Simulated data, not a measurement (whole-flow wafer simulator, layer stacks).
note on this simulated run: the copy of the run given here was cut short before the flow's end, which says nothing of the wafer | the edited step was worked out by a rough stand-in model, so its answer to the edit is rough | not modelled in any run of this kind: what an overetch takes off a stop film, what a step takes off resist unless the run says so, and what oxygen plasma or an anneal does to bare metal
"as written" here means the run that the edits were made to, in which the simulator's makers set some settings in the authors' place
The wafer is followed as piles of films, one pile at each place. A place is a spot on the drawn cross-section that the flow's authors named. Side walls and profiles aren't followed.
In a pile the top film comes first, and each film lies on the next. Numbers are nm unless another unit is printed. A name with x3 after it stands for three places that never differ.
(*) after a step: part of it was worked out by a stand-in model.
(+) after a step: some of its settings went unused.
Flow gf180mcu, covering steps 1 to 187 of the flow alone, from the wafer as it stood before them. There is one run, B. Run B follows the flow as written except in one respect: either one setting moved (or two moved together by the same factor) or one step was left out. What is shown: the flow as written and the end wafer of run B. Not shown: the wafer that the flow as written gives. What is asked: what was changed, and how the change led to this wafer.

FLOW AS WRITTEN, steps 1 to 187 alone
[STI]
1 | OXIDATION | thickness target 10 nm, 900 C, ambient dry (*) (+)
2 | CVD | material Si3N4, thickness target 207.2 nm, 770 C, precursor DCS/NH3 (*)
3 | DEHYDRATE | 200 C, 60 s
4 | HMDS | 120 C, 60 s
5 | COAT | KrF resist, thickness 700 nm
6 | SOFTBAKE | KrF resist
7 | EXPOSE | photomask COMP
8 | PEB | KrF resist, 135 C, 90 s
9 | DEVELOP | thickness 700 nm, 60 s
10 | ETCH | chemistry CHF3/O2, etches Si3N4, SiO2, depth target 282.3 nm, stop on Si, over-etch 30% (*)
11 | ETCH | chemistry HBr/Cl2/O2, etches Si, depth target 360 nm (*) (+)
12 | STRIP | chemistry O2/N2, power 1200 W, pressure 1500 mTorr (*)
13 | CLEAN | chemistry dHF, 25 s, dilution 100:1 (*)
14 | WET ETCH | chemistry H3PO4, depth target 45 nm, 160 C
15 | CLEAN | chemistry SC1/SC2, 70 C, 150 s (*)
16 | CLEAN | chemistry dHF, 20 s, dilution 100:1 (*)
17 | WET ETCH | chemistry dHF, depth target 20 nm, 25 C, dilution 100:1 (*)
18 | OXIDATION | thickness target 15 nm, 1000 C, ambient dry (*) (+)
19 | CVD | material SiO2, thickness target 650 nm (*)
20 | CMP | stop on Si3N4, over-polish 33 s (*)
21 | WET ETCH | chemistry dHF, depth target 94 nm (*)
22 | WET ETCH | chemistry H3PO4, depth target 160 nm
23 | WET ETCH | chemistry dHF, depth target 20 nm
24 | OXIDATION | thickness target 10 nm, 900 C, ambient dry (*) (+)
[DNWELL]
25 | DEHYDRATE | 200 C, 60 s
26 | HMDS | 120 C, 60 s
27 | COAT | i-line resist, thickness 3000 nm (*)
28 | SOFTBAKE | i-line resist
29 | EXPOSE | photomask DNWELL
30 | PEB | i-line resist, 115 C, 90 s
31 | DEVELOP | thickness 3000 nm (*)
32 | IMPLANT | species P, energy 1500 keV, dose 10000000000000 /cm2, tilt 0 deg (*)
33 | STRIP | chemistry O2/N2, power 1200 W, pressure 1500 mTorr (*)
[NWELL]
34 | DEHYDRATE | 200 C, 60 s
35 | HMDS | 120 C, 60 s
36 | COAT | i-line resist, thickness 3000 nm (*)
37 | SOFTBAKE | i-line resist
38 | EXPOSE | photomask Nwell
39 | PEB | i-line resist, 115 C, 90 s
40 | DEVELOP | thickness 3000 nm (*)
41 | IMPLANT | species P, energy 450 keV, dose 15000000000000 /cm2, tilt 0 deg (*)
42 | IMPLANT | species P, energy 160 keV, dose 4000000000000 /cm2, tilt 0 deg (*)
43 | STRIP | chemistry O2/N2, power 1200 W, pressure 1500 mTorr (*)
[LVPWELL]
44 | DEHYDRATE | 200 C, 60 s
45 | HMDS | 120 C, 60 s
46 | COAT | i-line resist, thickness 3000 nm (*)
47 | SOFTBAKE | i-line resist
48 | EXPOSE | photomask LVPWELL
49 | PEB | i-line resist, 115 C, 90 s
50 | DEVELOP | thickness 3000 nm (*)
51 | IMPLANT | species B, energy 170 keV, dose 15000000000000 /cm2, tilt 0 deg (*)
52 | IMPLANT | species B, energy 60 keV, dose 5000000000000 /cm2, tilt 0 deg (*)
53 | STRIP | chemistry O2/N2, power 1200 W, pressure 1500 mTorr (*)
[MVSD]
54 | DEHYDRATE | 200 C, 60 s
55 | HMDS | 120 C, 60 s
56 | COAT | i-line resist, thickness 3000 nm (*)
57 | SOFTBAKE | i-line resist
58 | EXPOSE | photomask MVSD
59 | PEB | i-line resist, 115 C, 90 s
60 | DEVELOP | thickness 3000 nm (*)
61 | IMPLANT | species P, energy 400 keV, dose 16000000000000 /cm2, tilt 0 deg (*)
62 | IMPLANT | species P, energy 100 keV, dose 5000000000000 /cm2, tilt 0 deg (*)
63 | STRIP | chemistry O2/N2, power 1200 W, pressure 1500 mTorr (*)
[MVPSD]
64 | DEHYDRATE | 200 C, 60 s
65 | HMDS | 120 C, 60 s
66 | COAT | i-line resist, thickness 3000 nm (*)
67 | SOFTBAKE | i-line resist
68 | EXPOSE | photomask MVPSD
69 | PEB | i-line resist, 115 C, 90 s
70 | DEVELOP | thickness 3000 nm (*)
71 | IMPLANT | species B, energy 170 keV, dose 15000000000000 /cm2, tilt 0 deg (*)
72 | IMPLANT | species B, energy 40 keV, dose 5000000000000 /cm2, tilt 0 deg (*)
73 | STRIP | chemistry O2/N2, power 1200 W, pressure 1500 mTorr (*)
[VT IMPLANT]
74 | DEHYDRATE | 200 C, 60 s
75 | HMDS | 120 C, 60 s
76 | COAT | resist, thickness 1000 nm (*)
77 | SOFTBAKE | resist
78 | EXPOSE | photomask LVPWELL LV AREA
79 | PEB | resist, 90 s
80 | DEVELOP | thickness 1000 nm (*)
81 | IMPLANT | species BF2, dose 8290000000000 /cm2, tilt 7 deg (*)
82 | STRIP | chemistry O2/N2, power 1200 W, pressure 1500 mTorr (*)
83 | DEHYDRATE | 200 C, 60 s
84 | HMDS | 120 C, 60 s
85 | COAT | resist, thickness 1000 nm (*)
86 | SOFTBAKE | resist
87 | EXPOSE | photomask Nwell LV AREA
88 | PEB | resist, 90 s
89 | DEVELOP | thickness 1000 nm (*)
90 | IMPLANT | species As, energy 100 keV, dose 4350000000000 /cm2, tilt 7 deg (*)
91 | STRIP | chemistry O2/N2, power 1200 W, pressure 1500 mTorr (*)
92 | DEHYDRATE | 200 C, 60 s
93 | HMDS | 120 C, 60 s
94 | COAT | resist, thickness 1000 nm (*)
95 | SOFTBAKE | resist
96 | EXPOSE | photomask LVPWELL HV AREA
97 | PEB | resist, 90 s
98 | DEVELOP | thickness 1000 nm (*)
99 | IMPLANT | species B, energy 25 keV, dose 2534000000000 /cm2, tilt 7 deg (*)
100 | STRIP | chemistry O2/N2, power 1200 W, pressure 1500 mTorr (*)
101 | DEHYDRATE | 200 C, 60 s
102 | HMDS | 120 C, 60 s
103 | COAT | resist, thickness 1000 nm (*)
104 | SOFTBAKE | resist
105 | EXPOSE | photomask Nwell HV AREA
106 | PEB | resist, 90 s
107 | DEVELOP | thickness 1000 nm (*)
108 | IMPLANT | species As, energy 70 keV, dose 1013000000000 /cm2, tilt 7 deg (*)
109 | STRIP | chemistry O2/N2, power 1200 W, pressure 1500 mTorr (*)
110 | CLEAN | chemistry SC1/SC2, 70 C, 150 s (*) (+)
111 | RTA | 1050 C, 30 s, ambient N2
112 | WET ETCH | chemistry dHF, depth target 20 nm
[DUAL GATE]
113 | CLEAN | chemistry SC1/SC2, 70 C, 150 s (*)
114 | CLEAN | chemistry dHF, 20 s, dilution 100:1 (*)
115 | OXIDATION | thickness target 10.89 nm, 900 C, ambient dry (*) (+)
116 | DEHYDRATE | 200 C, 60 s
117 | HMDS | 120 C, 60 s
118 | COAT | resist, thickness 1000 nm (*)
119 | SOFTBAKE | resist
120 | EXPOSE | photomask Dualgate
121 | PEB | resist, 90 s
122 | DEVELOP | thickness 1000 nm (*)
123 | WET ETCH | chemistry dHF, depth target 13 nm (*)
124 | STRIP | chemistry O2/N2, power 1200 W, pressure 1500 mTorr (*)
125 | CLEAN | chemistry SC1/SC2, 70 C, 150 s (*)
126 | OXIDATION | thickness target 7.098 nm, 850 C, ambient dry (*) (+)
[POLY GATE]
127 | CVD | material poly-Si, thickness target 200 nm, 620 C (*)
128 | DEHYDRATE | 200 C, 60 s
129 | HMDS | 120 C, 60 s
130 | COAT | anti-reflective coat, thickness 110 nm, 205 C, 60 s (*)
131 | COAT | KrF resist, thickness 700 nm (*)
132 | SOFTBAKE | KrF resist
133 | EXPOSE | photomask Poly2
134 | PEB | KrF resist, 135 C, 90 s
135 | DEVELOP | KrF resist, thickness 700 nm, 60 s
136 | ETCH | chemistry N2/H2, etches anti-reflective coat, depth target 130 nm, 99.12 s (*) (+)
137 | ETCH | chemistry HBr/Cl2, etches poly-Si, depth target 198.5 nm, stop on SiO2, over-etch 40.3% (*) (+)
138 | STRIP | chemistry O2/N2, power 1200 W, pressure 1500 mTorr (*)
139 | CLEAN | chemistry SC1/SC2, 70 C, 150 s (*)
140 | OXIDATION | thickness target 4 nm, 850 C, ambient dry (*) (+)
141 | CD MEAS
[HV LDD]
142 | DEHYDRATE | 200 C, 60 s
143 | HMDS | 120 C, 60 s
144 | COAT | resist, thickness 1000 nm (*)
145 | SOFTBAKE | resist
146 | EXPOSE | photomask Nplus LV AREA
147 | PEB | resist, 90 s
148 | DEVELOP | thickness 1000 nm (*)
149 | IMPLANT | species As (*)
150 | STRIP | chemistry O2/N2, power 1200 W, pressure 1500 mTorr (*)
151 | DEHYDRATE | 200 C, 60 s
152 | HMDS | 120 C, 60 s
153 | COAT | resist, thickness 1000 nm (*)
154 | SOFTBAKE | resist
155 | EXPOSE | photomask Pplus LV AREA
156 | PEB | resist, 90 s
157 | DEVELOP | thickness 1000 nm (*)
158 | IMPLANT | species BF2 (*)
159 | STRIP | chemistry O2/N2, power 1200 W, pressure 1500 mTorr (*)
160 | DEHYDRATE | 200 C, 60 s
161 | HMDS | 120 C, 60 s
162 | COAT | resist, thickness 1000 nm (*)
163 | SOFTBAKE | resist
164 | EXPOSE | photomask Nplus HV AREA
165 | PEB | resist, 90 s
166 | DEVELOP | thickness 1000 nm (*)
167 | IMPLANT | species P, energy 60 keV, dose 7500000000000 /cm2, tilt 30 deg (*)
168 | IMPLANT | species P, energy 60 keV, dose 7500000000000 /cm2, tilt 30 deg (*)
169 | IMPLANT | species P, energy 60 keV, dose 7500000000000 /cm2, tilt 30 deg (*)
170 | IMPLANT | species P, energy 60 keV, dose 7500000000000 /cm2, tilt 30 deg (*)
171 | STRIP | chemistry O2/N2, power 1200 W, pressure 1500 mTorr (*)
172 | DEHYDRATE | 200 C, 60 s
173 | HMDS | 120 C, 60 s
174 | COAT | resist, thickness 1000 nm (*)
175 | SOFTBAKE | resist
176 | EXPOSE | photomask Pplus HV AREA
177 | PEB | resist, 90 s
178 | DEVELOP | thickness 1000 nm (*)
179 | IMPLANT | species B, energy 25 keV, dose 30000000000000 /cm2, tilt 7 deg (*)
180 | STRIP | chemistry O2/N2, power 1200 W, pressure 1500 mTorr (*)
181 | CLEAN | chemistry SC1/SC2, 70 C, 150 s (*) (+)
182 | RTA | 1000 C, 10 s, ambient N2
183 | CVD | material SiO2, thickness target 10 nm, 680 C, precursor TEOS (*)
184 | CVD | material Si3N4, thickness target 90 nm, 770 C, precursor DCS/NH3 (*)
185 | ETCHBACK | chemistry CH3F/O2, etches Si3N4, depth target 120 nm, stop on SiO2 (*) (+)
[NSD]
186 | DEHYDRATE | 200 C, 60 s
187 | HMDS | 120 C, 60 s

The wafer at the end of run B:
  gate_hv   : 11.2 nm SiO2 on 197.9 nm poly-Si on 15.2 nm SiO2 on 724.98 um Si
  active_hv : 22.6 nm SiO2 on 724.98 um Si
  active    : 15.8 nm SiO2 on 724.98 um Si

The reason: step 126, OXIDATION: thickness target 8.24 nm was run, though the flow has thickness target 7.098 nm.

Step by step, how the change led to this:
  126 | OXIDATION | thickness target 7.098 nm, 850 C, ambient dry (*) (+)
      gate_hv, active_hv, active_nat and 25 more: SiO2 gains 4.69, Si loses 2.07 (it would be, as written: SiO2 gains 3.72, Si loses 1.64)
      active, n_well, p_well and 12 more: SiO2 gains 8.24 (new film), chemical SiO2 loses 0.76 (all of it), Si loses 3.29 (it would be, as written: SiO2 gains 7.1 (new film), chemical SiO2 loses 0.76 (all of it), Si loses 2.79)
